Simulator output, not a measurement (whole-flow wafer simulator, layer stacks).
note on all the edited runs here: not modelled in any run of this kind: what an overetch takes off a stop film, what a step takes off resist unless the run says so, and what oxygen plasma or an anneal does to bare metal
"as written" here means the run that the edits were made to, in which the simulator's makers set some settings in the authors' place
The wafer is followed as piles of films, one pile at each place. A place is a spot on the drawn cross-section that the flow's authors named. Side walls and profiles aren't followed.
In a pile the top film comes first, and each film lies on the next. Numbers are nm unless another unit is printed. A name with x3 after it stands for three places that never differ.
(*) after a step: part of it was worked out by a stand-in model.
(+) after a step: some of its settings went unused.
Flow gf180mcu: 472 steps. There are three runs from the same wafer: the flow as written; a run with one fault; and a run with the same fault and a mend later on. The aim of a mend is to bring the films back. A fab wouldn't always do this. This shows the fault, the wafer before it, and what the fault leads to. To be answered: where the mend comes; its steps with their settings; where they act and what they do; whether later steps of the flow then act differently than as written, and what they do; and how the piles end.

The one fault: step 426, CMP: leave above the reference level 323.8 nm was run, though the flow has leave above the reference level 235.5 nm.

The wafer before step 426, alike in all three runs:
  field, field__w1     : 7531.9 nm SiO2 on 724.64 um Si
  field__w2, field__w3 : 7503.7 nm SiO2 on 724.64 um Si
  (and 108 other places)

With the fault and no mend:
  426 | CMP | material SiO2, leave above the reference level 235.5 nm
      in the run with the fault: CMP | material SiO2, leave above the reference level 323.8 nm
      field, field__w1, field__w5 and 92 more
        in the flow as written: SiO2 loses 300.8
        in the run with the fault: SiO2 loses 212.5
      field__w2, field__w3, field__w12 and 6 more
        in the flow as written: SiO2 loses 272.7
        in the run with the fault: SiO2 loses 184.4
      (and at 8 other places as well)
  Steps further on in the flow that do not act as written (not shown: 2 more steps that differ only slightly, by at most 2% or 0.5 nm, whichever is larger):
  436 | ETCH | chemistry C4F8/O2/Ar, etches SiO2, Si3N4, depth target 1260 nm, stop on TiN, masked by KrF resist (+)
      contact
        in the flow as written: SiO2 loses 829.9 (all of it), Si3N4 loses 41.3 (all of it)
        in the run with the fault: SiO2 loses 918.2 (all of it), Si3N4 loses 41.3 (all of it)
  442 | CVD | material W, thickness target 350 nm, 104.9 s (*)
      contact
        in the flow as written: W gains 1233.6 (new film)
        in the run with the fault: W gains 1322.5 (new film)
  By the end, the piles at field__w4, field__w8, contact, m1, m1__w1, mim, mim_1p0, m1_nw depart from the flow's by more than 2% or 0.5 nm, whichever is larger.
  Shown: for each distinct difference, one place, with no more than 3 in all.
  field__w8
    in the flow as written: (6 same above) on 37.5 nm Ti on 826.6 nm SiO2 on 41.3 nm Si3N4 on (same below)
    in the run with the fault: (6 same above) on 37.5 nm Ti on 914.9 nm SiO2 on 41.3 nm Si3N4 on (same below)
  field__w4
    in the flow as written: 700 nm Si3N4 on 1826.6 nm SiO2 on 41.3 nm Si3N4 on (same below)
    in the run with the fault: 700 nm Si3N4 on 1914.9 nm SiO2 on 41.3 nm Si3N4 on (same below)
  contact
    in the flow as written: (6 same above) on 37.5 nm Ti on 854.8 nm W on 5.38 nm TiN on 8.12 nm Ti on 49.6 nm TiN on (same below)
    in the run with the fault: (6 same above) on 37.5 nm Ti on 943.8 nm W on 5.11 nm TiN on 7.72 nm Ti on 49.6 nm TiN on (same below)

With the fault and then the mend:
  The mend stands after step 426.
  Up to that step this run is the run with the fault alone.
  426a | CMP | material SiO2, leave above the reference level 235.5 nm (the flow's step 426 again)
      field, field__w1, field__w2 and 109 more
        SiO2 loses 88.3
  Later steps of the flow that are run all act as written at every place that is followed.
  The piles end the same as the flow's at every place that both follow.
